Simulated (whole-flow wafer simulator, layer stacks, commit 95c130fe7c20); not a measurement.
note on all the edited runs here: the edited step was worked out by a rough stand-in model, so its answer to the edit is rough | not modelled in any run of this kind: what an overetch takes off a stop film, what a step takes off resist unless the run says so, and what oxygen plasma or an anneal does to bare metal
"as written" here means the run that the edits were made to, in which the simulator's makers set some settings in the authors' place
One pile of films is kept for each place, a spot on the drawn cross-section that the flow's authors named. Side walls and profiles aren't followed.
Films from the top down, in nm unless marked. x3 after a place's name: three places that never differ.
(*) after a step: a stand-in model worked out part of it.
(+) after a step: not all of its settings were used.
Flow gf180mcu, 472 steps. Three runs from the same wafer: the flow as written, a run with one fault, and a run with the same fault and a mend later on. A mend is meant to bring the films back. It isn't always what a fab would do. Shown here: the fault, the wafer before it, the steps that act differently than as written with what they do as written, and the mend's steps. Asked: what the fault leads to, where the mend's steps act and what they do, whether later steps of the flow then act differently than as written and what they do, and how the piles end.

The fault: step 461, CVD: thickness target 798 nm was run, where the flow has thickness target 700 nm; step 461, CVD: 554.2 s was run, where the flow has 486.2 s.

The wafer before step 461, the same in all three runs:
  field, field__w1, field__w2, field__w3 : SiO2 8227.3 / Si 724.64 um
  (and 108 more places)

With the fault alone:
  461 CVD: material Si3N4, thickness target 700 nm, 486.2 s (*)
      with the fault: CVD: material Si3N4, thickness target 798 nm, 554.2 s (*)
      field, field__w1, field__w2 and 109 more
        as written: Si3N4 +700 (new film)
        with the fault: Si3N4 +798 (new film)
  Later steps of the flow that act differently than as written (4 more steps differ only slightly, by at most 2% or 0.5 nm, whichever is larger, and aren't shown):
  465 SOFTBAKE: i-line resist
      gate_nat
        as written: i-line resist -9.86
        with the fault: i-line resist -10.4
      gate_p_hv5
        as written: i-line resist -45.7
        with the fault: i-line resist -46.8
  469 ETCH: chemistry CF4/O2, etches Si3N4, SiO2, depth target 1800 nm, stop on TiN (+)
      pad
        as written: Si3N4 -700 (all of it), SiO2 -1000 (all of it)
        with the fault: Si3N4 -798 (all of it), SiO2 -1000 (all of it)
  At the end the piles differ from the flow's by more than 2% or 0.5 nm, whichever is larger, at field, field__w1, field__w2 and 108 more.
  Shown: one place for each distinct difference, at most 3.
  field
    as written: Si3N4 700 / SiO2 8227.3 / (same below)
    with the fault: Si3N4 798 / SiO2 8227.3 / (same below)
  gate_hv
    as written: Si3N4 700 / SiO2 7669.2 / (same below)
    with the fault: Si3N4 798 / SiO2 7669.2 / (same below)
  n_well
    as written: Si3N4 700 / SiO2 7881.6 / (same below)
    with the fault: Si3N4 798 / SiO2 7881.6 / (same below)

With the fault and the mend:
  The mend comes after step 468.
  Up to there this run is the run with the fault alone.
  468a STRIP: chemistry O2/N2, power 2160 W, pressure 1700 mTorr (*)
      iso_ptap_pw, iso_ntap_nw, iso_nw_fld and 33 more
        i-line resist -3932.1 (all of it)
      p_well, sti, spacer, sd_n, mim_1p0, dice_street
        i-line resist -3938.4 (all of it)
      field, field__w11, field__w13
        i-line resist -3986.4 (all of it)
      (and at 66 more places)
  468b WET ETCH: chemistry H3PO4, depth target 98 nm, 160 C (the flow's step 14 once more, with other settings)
      field, field__w1, field__w2 and 109 more
        Si3N4 -98
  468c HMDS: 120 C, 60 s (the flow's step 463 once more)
      changes no film at any place that is followed
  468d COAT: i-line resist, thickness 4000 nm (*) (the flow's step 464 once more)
      iso_ptap_pw, iso_ntap_nw, iso_nw_fld and 33 more
        i-line resist +4000 (new film)
      field__w5, field__w9, field__w11, ld_drn_n, gate_p_hv, nplus_u
        i-line resist +4016.9 (new film)
      p_well, sti, spacer, sd_n, mim_1p0, dice_street
        i-line resist +4006.3 (new film)
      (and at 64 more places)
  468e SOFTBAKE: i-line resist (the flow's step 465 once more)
      field__w11, field__w13, mim, ppoly_u
        i-line resist +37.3
      field__w3, ld_sd_p
        i-line resist +33.3
      field_sub__w3, field_sub__w4
        i-line resist +33.1
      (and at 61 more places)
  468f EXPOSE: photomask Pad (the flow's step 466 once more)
      changes no film at any place that is followed
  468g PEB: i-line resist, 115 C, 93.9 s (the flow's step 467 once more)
      iso_ptap_pw, iso_ntap_nw, iso_nw_fld and 33 more
        i-line resist -67.9
      field, field__w2, field__w3 and 25 more
        i-line resist -68.8
      field_sub, field_sub__w1, field_sub__w2 and 23 more
        i-line resist -68.7
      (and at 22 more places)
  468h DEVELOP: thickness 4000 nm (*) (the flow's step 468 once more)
      field__w6, field__w10, field__w12 and 22 more
        i-line resist -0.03
      pad
        i-line resist -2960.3 (all of it)
  No later step of the flow acts differently than as written, at any place that is followed, by more than 2% or 0.5 nm, whichever is larger.
  At the end the piles are the same as the flow's at every place that both follow.
